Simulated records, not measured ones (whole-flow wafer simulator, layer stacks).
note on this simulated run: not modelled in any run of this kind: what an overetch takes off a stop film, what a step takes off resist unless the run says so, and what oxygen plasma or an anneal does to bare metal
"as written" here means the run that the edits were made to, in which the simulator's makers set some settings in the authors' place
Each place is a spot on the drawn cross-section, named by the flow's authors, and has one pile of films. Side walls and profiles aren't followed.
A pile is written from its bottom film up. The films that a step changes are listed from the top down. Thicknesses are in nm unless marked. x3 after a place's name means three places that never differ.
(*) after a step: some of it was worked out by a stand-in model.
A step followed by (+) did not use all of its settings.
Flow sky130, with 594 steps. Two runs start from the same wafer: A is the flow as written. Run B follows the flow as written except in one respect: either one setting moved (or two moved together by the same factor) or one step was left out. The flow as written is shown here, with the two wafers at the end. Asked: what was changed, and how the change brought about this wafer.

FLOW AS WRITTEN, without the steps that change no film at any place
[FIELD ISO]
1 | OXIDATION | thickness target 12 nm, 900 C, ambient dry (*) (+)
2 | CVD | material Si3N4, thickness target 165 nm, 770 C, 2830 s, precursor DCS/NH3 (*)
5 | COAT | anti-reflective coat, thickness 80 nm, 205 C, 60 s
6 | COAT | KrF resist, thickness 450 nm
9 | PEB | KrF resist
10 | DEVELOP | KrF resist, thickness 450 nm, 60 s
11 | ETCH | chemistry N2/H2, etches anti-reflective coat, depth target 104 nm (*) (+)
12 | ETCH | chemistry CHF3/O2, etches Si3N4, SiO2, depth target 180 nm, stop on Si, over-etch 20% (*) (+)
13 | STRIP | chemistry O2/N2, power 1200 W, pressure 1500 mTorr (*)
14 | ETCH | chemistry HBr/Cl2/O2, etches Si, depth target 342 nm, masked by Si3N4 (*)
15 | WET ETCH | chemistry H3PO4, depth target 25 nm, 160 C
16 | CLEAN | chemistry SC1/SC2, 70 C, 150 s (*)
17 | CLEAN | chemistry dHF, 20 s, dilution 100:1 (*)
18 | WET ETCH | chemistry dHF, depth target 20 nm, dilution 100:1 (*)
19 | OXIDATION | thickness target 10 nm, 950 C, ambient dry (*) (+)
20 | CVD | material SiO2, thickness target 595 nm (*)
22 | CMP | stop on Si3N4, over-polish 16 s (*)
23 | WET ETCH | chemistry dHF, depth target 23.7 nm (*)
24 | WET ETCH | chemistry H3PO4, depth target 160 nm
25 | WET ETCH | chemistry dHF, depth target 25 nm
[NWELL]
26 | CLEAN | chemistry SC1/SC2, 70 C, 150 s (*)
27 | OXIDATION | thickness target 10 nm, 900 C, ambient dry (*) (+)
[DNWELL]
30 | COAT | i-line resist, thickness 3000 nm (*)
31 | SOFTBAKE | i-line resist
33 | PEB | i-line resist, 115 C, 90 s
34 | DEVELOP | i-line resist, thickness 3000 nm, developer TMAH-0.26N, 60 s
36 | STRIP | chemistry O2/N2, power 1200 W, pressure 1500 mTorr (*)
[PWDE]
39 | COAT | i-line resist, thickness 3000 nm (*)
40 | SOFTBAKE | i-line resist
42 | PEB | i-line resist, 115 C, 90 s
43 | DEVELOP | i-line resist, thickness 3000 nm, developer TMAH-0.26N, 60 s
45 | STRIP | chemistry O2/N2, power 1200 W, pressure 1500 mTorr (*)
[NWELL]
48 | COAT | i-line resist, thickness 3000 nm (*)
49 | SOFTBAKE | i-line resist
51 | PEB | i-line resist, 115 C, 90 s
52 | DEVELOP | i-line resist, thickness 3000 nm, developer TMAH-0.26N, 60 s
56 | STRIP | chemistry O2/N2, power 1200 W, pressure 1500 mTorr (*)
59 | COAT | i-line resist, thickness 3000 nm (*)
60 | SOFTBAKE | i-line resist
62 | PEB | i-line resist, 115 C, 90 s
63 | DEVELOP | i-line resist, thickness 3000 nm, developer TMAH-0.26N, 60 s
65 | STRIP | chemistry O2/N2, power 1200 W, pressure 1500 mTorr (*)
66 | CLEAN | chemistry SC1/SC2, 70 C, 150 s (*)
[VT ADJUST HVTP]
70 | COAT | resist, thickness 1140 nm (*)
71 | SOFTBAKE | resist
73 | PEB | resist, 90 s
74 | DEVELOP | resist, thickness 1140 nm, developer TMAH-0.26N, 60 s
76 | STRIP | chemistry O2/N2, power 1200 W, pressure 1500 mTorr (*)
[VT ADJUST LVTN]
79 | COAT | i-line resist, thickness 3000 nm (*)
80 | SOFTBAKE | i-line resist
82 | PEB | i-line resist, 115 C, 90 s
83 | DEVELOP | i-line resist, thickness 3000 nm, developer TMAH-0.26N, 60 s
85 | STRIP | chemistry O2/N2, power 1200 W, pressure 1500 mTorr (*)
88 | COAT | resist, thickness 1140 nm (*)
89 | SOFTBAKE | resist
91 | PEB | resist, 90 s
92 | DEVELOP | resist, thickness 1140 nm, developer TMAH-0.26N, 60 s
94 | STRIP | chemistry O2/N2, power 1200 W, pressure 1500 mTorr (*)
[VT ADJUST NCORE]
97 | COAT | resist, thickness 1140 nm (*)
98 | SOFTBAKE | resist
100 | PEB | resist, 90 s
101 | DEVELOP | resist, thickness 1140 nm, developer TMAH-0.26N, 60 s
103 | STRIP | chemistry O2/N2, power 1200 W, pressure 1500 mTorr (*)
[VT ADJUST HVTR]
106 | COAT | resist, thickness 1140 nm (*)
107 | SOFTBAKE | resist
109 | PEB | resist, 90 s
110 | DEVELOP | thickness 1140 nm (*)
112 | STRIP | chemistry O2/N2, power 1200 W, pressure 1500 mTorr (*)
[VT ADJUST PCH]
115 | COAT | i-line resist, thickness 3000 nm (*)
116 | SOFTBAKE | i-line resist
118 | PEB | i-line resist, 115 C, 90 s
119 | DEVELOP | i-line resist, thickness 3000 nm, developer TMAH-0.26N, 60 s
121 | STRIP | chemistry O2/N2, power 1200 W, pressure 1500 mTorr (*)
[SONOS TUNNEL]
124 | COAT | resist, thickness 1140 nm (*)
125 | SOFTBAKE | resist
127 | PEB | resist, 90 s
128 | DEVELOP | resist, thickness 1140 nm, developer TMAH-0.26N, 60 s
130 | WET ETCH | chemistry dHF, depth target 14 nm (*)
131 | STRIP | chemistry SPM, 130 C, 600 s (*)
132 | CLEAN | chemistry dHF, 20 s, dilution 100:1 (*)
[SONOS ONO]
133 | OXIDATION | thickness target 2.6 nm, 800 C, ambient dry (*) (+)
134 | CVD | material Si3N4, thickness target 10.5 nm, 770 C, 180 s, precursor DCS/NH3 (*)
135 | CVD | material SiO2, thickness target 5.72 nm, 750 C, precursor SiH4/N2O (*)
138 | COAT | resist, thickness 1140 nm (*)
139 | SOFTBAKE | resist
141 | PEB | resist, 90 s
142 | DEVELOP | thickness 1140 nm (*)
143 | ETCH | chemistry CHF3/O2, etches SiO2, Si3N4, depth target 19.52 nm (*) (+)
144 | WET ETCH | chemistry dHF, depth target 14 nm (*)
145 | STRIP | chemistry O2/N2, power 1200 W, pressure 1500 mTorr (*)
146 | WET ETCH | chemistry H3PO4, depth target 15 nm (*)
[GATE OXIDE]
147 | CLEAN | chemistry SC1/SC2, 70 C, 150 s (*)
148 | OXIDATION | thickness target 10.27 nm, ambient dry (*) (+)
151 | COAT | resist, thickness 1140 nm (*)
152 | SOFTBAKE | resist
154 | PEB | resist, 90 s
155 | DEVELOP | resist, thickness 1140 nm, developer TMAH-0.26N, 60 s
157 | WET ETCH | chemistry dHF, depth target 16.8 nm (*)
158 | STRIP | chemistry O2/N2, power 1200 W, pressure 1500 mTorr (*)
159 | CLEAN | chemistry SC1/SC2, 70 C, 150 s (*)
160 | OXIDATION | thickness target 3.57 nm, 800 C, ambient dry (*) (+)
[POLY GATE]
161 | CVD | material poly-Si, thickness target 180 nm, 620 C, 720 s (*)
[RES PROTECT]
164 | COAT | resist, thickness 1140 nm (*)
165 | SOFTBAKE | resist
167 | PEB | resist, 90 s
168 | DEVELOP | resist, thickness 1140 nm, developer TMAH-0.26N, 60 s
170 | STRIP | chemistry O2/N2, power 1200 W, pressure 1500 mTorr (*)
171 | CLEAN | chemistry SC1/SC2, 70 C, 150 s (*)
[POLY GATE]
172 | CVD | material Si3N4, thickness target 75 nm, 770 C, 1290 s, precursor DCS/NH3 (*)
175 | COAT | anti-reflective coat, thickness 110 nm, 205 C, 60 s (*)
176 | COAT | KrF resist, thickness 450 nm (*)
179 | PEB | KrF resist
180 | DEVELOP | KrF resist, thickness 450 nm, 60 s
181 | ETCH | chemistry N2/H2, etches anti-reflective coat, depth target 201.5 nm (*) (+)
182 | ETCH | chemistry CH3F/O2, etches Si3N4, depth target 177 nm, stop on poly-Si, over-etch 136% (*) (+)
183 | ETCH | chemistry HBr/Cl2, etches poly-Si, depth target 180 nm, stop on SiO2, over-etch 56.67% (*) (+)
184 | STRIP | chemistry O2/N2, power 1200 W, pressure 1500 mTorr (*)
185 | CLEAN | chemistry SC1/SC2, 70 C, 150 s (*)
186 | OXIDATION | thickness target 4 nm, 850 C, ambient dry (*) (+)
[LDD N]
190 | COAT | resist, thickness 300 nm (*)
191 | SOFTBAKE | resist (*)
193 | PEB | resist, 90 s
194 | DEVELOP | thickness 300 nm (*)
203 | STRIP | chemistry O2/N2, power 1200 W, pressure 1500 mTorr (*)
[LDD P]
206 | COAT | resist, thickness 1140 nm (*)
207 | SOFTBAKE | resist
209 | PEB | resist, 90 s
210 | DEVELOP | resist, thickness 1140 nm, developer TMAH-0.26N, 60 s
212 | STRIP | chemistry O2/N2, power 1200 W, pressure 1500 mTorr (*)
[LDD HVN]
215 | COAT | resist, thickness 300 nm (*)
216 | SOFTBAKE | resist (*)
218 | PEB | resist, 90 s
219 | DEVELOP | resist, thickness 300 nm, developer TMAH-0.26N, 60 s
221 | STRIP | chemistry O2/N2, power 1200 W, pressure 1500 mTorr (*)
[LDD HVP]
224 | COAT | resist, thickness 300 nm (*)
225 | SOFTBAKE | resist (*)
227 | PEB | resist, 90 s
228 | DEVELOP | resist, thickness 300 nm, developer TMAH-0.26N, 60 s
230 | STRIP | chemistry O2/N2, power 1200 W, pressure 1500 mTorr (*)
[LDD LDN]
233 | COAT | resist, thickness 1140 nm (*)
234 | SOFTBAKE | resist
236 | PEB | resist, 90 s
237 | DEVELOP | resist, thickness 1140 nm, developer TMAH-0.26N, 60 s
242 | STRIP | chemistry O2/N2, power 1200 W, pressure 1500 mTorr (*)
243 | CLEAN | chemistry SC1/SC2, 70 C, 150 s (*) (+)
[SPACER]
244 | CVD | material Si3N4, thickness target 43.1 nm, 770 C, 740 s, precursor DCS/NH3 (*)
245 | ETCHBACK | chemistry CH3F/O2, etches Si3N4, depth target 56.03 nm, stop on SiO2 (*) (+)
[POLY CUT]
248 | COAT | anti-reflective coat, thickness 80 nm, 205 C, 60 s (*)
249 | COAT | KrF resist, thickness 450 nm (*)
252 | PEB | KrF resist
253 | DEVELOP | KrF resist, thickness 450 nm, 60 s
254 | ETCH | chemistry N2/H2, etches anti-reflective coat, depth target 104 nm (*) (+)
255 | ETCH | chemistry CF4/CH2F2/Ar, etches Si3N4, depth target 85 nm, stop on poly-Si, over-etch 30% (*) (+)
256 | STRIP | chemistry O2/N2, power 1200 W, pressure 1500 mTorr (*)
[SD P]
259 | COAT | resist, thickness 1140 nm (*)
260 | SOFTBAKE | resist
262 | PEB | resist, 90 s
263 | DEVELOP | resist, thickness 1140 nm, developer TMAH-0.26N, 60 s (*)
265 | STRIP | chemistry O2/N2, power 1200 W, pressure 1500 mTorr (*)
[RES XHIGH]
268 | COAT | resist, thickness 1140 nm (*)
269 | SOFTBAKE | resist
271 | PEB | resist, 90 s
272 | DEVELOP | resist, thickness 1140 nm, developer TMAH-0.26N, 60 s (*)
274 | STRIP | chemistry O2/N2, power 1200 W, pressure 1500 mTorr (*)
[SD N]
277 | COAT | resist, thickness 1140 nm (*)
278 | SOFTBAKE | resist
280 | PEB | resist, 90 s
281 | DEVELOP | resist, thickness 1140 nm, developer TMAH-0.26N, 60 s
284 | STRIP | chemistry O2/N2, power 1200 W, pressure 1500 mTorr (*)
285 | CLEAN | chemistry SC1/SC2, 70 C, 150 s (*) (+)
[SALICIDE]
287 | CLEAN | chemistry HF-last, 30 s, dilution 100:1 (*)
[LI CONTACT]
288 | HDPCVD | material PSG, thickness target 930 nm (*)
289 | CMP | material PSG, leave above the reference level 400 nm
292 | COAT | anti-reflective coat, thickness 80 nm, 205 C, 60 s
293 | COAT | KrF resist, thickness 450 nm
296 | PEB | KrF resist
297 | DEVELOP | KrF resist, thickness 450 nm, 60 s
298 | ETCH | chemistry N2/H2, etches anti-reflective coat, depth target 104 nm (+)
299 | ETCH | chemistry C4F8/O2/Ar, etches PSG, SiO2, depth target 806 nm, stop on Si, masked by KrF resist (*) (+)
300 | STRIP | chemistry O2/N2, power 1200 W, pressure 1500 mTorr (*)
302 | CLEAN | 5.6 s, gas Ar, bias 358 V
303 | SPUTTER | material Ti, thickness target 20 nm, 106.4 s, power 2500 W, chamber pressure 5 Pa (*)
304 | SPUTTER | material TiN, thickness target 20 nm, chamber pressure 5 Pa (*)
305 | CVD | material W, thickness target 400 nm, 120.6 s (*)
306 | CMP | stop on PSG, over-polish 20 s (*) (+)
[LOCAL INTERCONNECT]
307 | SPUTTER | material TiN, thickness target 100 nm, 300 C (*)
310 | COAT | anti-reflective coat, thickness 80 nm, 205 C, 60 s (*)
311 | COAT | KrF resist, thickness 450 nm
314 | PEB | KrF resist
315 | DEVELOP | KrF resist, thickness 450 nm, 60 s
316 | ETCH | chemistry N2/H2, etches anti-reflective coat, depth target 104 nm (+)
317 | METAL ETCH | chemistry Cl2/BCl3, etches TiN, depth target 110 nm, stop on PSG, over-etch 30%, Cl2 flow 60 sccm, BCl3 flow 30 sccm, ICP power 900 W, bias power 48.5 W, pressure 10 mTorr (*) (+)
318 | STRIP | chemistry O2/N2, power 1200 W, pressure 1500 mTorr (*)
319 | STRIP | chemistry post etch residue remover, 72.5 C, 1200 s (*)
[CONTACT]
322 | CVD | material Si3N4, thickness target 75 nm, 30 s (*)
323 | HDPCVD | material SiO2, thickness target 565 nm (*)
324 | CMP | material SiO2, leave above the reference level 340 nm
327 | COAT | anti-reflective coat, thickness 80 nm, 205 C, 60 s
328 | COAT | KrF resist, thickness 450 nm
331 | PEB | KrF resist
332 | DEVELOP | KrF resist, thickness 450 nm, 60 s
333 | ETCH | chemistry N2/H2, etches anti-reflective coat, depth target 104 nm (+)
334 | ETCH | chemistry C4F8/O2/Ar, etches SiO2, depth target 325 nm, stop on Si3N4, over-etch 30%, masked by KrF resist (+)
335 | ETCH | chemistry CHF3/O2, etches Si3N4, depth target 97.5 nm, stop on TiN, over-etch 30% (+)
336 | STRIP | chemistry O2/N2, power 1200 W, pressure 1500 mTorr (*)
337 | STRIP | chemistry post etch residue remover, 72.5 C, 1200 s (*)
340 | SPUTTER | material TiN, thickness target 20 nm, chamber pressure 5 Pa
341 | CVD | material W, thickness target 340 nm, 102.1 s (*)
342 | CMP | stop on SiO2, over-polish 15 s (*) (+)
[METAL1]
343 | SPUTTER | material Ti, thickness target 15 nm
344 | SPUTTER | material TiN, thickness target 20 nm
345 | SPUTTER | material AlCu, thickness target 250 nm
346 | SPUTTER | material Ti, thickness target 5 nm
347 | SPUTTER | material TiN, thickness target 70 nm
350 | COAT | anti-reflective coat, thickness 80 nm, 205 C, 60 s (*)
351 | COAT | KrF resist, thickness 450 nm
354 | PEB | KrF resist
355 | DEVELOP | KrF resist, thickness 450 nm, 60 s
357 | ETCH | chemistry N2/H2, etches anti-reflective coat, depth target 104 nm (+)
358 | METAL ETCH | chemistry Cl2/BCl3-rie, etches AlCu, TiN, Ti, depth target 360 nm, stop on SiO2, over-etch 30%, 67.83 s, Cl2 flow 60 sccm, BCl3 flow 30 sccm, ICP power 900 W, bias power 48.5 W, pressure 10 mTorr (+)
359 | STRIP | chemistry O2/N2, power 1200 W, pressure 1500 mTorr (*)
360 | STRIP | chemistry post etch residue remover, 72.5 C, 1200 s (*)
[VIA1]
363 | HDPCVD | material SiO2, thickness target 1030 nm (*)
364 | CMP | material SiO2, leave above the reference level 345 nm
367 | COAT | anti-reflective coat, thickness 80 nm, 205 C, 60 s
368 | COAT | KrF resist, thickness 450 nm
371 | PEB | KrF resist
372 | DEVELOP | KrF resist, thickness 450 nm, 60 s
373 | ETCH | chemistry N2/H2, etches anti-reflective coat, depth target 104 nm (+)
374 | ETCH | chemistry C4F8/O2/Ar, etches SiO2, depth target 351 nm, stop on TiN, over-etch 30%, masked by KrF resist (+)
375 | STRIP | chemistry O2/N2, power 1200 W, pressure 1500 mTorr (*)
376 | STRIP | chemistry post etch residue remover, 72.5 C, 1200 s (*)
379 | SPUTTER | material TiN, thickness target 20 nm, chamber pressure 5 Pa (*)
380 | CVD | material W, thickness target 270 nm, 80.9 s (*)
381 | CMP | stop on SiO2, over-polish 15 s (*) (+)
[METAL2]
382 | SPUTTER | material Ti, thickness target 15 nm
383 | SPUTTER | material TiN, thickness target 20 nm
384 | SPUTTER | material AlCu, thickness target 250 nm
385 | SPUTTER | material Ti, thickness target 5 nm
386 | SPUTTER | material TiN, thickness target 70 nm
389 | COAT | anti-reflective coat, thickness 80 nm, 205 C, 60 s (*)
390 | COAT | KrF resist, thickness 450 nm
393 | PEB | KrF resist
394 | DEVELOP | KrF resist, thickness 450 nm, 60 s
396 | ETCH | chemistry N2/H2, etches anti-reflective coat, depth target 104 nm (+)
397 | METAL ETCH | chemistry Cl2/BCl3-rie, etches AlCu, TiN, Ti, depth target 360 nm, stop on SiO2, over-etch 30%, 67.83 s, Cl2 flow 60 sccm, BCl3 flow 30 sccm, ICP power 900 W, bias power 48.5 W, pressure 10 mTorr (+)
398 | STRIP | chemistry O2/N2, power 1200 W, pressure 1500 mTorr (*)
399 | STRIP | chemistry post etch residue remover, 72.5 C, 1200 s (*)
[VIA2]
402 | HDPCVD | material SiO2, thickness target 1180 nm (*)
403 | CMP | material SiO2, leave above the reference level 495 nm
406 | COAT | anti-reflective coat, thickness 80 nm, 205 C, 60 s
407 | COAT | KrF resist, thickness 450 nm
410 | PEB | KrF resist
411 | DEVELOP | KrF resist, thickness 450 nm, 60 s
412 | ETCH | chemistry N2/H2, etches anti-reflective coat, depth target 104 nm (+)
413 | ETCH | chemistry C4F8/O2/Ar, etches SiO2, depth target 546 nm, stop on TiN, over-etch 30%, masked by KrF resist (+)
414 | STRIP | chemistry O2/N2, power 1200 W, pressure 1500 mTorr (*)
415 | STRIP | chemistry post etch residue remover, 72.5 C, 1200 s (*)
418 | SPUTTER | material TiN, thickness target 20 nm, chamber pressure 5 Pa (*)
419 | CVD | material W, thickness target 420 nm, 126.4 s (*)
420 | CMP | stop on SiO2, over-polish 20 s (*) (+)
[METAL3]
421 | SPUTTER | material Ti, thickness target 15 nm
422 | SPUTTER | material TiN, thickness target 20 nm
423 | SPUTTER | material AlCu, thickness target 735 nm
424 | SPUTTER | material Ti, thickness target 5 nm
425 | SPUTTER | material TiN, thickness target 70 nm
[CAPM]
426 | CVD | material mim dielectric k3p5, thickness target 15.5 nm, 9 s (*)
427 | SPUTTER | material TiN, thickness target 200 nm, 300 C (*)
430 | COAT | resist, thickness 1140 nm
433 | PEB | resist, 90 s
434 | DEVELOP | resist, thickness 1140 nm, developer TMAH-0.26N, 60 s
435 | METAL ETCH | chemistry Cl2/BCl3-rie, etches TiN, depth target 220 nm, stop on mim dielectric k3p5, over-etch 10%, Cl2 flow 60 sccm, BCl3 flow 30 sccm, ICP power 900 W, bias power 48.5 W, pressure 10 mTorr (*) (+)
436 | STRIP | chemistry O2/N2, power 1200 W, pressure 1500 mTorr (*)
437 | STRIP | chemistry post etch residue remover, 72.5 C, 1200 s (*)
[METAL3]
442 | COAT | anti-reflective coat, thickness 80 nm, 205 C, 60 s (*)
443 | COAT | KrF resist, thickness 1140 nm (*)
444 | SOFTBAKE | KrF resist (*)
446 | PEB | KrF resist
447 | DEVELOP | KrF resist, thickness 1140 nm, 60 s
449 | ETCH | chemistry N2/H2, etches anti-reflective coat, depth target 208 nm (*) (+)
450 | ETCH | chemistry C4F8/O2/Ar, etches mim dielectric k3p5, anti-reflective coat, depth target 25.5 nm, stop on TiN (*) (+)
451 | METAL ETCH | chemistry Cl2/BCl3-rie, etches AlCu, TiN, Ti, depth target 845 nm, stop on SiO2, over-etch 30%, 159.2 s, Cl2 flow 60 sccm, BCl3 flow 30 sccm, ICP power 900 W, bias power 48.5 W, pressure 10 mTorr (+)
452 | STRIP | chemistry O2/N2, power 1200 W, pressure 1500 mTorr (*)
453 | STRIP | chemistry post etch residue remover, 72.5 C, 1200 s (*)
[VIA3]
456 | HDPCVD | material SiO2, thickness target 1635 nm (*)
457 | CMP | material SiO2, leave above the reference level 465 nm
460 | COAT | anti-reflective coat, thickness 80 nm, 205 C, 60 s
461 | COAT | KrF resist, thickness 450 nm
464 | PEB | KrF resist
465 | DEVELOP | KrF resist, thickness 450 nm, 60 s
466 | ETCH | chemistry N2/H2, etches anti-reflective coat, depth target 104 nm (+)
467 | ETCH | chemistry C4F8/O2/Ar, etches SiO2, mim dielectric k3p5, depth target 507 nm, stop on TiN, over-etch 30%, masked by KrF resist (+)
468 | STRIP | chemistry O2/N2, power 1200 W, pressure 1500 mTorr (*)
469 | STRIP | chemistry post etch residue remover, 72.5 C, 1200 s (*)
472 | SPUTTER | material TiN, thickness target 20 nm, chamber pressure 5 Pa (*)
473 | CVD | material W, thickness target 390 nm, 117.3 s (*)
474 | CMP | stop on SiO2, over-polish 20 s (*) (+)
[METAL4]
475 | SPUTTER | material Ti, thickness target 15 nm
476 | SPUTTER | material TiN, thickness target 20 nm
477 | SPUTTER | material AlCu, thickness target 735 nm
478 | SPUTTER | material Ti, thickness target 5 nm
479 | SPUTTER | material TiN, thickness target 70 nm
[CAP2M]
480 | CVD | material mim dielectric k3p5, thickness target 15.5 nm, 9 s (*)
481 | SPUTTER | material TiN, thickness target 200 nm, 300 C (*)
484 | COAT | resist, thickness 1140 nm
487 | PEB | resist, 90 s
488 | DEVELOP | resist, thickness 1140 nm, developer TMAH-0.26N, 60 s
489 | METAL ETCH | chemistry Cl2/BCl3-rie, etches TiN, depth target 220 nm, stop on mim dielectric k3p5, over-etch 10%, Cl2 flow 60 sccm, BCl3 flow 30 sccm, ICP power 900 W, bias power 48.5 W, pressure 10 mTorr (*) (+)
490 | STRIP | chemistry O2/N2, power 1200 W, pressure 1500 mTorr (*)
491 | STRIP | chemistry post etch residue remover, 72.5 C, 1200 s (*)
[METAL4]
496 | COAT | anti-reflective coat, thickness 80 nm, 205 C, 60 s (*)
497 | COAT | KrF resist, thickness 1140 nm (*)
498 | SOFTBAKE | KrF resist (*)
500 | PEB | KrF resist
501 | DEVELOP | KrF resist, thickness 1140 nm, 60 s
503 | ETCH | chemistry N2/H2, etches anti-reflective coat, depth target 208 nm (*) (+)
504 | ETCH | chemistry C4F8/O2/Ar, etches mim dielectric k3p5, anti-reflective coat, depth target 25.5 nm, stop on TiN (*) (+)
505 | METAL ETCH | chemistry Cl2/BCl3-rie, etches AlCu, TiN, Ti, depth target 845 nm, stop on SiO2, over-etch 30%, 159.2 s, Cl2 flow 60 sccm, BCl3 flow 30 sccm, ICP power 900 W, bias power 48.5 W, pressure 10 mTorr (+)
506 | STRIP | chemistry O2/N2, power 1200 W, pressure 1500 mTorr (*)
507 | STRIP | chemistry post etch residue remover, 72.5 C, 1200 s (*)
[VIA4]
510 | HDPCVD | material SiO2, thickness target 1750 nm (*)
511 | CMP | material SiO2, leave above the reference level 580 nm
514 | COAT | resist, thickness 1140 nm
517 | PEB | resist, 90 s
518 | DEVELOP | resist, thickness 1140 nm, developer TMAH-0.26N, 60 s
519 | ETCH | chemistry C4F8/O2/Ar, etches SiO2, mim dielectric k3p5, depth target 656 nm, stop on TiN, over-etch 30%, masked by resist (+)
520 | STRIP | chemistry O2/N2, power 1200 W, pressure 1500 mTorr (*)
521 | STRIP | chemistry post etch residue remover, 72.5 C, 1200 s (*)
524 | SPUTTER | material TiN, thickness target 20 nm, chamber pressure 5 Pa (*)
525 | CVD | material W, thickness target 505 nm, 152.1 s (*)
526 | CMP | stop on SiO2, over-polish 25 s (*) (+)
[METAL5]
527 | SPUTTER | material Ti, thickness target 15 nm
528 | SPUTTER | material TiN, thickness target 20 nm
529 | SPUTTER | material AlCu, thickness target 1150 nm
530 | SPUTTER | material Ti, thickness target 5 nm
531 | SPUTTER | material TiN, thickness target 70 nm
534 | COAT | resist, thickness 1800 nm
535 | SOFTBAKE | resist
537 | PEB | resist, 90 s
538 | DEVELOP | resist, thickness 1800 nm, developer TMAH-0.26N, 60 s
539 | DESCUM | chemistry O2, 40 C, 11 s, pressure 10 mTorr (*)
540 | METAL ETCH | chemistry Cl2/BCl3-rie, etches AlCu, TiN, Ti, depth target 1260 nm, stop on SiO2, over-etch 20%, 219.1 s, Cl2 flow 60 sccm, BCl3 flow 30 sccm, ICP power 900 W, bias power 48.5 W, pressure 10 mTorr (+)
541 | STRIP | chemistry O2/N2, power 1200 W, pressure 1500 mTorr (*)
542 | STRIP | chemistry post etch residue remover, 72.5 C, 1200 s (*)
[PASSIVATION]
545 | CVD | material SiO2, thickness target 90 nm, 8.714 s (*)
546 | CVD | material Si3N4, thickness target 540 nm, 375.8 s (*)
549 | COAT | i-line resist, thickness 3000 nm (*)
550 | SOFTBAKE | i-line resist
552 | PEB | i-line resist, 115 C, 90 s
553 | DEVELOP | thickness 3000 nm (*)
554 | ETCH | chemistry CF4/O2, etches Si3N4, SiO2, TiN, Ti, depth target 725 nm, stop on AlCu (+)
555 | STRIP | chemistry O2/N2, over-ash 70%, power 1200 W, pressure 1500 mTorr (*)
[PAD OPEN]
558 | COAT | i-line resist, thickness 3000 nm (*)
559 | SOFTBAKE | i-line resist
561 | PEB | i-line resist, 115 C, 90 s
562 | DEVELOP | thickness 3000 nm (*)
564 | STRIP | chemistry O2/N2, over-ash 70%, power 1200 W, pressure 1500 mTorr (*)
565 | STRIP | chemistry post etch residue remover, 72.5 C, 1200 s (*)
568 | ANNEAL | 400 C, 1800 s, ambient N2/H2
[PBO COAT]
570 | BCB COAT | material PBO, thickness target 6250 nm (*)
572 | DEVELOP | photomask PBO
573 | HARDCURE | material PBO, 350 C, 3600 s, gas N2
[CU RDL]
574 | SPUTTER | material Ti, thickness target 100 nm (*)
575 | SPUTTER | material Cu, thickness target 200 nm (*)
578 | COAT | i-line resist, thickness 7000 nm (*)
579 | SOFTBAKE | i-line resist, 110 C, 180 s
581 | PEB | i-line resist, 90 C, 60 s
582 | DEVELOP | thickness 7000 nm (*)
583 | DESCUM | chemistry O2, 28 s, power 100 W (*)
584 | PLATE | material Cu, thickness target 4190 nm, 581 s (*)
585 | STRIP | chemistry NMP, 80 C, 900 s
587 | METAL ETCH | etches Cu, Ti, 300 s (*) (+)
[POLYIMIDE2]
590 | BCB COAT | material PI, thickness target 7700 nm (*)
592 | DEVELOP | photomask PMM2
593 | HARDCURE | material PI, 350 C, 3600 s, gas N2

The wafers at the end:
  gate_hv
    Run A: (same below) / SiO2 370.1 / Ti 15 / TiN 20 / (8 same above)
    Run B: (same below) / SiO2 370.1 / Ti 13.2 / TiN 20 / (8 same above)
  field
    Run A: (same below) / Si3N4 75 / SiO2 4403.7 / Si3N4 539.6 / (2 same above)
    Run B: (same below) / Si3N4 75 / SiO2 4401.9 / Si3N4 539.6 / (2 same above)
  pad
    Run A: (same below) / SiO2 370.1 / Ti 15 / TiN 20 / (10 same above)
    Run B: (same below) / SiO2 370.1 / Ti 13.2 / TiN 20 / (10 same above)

The reason: step 475, SPUTTER: thickness target 13.2 nm was run, while the flow as written has thickness target 15 nm.
The wafer itself shows it: gate_hv has Ti 13.2, and step 475 as written asks for 15 nm.

The path from the change to this, step by step:
  475 | SPUTTER | material Ti, thickness target 15 nm
      field, active, n_well and 189 more: A Ti gains 15 (new film) | B Ti gains 13.2 (new film)
  505 | METAL ETCH | chemistry Cl2/BCl3-rie, etches AlCu, TiN, Ti, depth target 845 nm, stop on SiO2, over-etch 30%, 159.2 s, Cl2 flow 60 sccm, BCl3 flow 30 sccm, ICP power 900 W, bias power 48.5 W, pressure 10 mTorr (+)
      field, active, gate and 70 more: A TiN loses 70 (all of it), Ti loses 5 (all of it), AlCu loses 735 (all of it), TiN loses 20 (all of it), Ti loses 15 (all of it), SiO2 loses 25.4 | B TiN loses 70 (all of it), Ti loses 5 (all of it), AlCu loses 735 (all of it), TiN loses 20 (all of it), Ti loses 13.2 (all of it), SiO2 loses 25.5
      vpp_iso1, mim_edge_plate, m1_ln and 12 more: A TiN loses 70 (all of it), Ti loses 5 (all of it), AlCu loses 735 (all of it), TiN loses 20 (all of it), Ti loses 15 (all of it), SiO2 loses 25.3 | B TiN loses 70 (all of it), Ti loses 5 (all of it), AlCu loses 735 (all of it), TiN loses 20 (all of it), Ti loses 13.2 (all of it), SiO2 loses 25.5
